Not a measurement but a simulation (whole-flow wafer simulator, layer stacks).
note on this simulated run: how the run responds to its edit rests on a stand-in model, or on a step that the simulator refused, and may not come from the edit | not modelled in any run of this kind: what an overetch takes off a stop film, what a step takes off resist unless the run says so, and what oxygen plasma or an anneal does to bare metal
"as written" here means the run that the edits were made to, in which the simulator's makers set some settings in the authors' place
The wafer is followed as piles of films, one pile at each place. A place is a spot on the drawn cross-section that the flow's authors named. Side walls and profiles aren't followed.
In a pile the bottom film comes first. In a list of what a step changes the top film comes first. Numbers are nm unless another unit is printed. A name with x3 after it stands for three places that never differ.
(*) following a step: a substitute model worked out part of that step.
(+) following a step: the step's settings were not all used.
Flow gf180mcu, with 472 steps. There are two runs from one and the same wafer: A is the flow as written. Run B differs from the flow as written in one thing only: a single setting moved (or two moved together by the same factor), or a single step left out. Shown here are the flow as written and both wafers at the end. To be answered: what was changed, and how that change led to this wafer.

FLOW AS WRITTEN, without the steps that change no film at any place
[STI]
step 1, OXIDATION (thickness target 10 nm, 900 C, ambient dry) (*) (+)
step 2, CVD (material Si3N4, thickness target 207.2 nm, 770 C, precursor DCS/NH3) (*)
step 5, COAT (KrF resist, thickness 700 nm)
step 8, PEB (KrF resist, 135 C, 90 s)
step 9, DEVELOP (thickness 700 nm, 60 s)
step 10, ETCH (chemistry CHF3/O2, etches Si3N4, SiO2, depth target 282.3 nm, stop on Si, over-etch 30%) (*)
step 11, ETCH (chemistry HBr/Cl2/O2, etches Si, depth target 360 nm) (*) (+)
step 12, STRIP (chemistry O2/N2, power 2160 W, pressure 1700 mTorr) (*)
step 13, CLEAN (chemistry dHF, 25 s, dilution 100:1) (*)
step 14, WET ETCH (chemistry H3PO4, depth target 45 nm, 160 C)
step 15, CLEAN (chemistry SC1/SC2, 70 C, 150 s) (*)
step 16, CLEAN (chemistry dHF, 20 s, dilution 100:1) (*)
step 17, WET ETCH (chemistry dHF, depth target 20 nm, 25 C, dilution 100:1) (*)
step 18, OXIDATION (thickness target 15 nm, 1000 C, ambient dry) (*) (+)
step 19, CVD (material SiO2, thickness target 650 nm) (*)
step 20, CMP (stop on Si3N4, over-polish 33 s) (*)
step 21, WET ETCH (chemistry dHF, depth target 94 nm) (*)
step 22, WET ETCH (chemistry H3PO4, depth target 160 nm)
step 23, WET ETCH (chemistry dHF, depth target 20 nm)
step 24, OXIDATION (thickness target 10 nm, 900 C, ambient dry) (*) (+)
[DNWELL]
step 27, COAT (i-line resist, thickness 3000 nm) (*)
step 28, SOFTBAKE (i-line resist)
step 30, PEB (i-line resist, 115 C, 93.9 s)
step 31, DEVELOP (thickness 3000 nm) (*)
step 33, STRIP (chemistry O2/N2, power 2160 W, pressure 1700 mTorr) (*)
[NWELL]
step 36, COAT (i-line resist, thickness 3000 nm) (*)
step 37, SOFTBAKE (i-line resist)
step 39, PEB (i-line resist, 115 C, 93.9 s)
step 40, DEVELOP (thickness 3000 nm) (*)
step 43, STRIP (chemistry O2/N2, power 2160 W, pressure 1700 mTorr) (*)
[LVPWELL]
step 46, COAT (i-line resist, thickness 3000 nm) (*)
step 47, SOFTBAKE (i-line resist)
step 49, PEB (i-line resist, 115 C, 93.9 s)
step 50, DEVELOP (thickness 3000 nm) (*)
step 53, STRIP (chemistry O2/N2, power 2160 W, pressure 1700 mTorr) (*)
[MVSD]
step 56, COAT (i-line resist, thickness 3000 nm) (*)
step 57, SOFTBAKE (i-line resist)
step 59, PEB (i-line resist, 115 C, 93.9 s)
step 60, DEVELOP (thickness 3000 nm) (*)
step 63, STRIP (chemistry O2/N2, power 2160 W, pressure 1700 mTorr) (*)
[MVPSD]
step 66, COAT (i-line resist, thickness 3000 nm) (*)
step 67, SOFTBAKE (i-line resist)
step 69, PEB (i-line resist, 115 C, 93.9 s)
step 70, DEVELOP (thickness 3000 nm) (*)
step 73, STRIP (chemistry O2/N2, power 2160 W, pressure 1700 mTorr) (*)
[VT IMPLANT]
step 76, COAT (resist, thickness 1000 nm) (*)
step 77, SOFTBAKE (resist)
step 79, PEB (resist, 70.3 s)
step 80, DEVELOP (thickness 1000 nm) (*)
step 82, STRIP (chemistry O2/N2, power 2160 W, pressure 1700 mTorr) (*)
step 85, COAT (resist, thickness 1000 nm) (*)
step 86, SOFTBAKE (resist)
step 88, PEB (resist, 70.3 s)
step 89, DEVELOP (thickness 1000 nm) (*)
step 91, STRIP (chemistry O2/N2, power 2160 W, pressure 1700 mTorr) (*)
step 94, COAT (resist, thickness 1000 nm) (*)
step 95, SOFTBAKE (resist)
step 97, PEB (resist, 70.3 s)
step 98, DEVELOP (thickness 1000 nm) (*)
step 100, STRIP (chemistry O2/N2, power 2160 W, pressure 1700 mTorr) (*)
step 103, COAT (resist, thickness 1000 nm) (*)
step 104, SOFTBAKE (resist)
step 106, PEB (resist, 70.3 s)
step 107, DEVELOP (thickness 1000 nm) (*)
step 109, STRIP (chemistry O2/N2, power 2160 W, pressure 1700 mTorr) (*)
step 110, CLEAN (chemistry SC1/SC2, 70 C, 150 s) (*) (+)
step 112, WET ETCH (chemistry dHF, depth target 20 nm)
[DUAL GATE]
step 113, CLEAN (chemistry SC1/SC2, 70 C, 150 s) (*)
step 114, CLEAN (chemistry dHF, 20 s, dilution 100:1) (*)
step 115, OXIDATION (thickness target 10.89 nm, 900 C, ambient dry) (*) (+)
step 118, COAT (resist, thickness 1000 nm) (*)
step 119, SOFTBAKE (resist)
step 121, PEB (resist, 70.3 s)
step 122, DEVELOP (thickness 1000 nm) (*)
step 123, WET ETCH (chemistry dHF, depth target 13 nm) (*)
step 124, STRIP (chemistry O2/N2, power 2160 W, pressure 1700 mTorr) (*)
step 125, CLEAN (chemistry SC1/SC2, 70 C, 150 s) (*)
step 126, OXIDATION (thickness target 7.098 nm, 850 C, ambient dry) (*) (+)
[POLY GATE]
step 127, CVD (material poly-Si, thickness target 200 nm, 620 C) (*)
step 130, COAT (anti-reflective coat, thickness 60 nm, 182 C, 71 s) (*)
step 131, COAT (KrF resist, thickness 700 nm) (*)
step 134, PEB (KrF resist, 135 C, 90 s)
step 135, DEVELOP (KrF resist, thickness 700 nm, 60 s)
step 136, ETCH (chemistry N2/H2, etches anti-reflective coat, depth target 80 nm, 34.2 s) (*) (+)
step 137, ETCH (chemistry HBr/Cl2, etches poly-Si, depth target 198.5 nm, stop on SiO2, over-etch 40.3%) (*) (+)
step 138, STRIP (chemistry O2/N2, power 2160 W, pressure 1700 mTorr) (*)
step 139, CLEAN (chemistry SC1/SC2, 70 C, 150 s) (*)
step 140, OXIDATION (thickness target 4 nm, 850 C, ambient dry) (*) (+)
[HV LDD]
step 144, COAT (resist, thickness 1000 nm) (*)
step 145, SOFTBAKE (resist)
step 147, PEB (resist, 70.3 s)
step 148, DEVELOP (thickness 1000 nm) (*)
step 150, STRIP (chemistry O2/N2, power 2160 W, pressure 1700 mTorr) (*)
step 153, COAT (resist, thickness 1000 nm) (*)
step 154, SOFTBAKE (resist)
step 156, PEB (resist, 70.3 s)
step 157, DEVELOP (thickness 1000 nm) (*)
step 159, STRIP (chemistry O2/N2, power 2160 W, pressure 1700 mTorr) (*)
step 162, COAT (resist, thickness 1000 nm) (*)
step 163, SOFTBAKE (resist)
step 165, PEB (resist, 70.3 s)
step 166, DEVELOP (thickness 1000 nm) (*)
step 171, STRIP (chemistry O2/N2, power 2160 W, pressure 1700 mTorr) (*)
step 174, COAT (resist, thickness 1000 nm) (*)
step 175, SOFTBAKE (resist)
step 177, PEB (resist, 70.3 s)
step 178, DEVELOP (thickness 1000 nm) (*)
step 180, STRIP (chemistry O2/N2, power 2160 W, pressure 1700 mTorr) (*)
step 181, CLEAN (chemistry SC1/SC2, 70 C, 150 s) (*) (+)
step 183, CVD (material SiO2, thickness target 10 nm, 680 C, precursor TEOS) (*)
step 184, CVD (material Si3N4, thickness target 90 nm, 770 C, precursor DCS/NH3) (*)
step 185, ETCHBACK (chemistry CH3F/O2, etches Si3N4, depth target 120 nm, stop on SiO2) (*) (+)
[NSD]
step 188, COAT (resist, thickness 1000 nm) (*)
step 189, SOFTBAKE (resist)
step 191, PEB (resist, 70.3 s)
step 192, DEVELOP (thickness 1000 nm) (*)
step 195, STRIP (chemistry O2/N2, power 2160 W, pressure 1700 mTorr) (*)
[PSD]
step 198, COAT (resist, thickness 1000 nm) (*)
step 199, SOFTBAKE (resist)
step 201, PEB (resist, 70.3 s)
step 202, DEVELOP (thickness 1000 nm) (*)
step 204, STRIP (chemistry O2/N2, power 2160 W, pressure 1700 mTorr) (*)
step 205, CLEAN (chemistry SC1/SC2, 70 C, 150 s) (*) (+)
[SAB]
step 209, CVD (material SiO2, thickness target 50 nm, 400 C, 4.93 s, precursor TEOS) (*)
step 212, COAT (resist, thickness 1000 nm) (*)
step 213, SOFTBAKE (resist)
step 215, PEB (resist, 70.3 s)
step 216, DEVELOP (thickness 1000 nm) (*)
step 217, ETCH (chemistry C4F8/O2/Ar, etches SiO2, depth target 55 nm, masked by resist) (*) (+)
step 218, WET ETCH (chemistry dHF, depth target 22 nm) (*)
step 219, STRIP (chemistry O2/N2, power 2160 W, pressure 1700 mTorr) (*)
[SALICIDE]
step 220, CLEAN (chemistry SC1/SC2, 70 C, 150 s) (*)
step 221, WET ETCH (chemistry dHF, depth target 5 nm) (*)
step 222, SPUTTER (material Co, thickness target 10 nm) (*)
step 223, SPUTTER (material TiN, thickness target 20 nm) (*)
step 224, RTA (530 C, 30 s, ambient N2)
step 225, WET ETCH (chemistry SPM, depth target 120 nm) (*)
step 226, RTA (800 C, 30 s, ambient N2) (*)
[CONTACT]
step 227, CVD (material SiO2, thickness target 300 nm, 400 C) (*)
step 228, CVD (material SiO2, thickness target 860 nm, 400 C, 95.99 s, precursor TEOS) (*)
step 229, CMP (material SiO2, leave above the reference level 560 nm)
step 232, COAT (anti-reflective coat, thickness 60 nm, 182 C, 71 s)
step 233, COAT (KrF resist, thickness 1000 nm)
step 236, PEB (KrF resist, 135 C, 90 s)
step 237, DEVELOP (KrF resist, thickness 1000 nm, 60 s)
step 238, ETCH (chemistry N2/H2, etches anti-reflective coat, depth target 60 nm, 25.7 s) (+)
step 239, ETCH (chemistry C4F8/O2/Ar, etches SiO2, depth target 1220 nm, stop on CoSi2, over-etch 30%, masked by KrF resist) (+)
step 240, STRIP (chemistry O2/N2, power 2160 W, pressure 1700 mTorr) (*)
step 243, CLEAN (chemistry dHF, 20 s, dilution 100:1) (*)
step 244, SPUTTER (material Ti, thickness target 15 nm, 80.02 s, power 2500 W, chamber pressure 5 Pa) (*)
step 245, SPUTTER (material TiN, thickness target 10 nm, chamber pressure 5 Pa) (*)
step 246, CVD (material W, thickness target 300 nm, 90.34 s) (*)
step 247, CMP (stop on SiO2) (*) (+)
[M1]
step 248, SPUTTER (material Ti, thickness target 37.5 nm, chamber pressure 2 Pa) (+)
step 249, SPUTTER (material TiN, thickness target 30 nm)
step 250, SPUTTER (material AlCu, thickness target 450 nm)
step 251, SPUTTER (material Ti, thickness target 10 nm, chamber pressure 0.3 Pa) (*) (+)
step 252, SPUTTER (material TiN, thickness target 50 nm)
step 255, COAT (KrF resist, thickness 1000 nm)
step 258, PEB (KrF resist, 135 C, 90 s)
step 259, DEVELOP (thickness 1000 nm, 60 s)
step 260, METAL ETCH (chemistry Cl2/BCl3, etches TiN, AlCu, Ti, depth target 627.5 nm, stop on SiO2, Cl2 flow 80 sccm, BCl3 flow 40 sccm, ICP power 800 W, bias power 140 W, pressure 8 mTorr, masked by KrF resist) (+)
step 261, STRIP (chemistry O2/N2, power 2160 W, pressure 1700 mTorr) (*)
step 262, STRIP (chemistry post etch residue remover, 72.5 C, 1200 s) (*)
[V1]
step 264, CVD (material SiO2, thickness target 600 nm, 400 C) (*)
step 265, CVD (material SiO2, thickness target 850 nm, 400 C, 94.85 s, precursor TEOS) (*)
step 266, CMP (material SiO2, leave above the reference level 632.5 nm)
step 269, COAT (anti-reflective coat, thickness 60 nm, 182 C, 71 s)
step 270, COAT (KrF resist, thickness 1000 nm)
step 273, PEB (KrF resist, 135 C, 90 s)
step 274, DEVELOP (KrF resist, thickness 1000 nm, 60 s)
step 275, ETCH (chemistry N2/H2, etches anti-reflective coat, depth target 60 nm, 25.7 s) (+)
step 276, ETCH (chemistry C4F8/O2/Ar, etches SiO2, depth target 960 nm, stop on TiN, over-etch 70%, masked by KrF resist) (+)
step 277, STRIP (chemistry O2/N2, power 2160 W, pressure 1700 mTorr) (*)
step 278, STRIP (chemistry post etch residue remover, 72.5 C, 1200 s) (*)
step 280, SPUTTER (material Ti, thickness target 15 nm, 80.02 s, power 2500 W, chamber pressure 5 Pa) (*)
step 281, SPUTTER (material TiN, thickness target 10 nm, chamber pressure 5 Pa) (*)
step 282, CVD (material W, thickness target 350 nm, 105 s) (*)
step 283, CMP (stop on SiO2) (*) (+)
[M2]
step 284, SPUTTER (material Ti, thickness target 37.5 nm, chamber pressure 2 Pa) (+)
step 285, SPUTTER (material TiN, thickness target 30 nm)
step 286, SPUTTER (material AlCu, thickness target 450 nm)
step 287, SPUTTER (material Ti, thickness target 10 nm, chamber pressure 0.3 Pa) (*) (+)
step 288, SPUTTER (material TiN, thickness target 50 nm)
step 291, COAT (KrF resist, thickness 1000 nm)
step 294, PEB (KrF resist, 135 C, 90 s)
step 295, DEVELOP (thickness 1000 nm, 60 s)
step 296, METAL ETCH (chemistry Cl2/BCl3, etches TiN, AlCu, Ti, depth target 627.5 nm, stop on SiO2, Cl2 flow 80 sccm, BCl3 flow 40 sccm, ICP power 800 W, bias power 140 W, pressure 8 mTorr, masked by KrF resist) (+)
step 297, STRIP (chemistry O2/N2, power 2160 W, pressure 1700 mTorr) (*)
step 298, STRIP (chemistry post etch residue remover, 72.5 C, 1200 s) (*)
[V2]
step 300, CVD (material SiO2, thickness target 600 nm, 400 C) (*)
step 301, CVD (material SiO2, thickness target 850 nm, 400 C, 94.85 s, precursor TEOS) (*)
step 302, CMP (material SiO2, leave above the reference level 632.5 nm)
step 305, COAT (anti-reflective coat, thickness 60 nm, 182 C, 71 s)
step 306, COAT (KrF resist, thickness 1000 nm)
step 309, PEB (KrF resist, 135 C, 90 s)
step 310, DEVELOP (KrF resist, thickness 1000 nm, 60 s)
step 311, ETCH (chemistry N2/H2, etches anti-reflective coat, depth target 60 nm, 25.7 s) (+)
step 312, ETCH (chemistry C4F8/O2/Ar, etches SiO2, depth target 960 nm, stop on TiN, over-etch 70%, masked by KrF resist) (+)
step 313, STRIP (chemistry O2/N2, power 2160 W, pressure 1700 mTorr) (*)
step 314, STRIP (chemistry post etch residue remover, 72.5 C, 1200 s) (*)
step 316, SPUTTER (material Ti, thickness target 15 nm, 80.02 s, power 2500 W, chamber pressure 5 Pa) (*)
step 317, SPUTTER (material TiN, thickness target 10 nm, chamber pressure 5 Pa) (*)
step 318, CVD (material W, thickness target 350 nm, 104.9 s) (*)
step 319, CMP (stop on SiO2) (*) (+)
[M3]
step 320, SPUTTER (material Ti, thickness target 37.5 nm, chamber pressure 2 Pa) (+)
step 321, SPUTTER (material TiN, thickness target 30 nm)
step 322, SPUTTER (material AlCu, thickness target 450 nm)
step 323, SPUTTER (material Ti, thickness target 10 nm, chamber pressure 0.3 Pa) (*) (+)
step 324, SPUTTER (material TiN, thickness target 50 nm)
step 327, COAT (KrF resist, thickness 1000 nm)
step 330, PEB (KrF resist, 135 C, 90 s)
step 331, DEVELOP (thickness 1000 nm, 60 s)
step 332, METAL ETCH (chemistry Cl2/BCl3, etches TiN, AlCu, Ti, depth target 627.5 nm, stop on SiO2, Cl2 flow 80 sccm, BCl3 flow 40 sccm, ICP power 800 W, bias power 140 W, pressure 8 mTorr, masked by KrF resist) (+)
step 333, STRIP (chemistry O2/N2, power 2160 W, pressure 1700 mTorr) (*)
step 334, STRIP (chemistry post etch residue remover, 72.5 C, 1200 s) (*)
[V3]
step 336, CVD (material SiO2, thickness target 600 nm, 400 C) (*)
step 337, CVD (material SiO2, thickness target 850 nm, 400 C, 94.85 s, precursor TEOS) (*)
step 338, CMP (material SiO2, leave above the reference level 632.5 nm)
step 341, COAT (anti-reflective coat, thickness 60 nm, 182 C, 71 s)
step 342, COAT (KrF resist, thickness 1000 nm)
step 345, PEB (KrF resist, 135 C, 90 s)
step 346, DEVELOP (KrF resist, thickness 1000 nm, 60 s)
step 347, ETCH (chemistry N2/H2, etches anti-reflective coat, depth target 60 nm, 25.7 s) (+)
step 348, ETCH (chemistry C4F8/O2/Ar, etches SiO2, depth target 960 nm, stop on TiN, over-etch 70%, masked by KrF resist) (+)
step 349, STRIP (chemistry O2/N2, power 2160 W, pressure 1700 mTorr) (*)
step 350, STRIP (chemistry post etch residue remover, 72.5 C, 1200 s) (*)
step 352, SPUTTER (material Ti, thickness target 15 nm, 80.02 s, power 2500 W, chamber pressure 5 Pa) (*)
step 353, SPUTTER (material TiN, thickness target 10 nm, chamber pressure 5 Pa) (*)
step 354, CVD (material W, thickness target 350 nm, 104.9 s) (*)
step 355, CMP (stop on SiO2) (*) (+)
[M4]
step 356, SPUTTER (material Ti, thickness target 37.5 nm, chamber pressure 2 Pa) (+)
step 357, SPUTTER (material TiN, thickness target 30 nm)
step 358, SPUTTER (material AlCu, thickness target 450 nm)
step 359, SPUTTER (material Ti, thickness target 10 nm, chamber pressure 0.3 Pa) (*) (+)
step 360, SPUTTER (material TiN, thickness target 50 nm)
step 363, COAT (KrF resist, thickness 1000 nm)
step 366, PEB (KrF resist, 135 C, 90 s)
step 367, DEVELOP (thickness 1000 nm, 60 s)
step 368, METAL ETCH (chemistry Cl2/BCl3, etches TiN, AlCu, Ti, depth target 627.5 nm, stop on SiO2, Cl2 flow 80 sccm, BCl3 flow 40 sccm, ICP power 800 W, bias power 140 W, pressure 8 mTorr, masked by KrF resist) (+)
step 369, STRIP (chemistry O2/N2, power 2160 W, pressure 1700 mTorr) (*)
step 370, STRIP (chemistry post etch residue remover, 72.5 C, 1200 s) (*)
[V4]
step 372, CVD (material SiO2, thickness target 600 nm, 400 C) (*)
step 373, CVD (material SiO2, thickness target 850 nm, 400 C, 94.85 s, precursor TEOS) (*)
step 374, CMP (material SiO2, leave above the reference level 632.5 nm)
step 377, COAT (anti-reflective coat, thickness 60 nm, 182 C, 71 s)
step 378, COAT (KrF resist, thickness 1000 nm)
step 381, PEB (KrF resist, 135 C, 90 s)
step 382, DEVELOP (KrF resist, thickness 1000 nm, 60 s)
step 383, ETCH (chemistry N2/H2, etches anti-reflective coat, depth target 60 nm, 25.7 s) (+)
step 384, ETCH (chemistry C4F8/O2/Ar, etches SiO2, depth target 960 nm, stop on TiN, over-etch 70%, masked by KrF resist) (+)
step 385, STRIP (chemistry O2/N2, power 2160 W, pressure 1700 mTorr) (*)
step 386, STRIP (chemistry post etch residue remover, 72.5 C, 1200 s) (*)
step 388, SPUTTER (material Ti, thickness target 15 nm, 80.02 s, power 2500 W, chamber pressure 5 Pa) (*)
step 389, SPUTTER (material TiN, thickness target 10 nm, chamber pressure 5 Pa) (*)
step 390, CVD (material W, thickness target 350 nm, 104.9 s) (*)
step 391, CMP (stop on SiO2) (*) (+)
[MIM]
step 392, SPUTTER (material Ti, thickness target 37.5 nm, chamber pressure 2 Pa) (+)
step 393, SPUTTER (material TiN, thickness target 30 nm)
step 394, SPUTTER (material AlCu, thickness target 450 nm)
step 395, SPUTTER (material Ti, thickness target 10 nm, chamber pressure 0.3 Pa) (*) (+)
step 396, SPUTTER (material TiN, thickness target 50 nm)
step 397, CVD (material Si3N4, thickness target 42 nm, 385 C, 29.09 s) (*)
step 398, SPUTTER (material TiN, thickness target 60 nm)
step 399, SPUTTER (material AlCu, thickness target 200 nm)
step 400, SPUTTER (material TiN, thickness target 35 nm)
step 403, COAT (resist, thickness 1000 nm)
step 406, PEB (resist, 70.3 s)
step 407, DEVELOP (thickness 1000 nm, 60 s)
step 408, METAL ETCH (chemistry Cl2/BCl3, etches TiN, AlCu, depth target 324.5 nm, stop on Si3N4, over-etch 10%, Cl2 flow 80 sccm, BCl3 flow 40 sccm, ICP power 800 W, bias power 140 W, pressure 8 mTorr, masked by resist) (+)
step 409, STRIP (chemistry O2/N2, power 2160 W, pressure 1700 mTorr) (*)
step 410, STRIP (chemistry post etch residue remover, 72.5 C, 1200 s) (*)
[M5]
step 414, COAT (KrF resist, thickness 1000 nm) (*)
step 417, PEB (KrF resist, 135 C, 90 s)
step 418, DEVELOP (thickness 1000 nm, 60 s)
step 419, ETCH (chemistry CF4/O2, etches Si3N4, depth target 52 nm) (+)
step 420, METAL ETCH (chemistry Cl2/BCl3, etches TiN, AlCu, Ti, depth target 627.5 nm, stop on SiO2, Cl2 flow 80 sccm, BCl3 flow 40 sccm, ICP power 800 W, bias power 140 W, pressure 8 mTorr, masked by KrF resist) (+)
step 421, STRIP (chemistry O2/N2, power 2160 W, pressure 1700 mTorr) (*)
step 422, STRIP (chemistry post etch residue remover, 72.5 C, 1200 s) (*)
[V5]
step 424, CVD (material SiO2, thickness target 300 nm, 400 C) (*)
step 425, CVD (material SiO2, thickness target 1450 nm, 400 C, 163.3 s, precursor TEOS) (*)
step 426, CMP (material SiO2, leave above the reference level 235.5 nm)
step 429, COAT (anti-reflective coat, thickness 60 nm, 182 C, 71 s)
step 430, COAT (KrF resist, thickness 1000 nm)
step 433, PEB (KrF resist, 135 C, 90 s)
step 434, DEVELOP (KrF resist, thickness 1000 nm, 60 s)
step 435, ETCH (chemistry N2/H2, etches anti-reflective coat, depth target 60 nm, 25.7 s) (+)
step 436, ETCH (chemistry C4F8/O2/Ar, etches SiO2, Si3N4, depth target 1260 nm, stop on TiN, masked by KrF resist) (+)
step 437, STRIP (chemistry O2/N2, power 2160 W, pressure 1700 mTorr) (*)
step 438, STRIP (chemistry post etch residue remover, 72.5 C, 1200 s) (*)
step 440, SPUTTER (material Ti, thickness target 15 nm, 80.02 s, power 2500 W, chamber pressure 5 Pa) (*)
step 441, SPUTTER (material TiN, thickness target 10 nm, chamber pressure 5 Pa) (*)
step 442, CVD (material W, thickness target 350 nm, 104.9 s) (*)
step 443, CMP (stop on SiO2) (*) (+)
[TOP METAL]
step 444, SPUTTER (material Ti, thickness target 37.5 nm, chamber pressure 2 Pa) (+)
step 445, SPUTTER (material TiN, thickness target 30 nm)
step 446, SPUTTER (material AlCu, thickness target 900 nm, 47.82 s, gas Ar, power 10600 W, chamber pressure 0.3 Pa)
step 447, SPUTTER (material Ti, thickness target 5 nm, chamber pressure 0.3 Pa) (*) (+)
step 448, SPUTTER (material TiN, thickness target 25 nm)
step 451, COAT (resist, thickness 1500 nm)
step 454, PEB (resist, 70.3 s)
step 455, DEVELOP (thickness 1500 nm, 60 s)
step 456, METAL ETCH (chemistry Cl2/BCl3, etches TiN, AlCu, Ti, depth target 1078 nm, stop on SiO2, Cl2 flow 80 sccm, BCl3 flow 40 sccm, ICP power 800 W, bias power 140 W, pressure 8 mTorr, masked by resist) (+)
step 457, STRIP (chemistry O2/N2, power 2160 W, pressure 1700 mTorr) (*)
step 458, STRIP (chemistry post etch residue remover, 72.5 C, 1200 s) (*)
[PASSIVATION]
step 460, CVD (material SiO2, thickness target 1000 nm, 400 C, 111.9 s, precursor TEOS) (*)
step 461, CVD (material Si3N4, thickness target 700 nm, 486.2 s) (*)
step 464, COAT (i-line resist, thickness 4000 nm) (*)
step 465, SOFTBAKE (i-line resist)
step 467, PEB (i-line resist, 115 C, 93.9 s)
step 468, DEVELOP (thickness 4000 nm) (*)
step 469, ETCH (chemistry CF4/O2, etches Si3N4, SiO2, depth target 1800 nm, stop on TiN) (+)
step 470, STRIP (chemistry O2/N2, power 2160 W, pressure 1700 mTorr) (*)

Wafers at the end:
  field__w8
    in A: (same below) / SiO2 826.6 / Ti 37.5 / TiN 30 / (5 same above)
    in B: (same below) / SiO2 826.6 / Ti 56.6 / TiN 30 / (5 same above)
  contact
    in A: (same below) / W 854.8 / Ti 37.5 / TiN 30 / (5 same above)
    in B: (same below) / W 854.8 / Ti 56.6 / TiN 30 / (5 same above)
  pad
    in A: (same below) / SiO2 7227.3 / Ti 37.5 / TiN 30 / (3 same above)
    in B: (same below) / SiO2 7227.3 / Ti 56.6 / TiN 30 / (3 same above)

What caused this: step 444, SPUTTER: thickness target 56.6 nm was run, whereas the flow has thickness target 37.5 nm.
The wafer itself shows it: field__w8 has Ti 56.6, and step 444 as written asks for 37.5 nm.

The path from the change to this, step by step:
  step 444, SPUTTER (material Ti, thickness target 37.5 nm, chamber pressure 2 Pa) (+)
      field, field__w1, field__w2 and 109 more: A Ti gains 37.5 (new film) | B Ti gains 56.6 (new film)
  step 456, METAL ETCH (chemistry Cl2/BCl3, etches TiN, AlCu, Ti, depth target 1078 nm, stop on SiO2, Cl2 flow 80 sccm, BCl3 flow 40 sccm, ICP power 800 W, bias power 140 W, pressure 8 mTorr, masked by resist) (+)
      field, field__w1, field__w2 and 103 more: A TiN loses 25 (all of it), Ti loses 5 (all of it), AlCu loses 900 (all of it), TiN loses 30 (all of it), Ti loses 37.5 (all of it) | B TiN loses 25 (all of it), Ti loses 5 (all of it), AlCu loses 900 (all of it), TiN loses 30 (all of it), Ti loses 56.6 (all of it)
  step 465, SOFTBAKE (i-line resist)
      gate: A i-line resist gains 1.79 | B i-line resist loses 0.21
      ld_acc_p, ld_fp_p, ld_drift_p: A i-line resist gains 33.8 | B i-line resist gains 27.7
      (and at 62 other places as well)
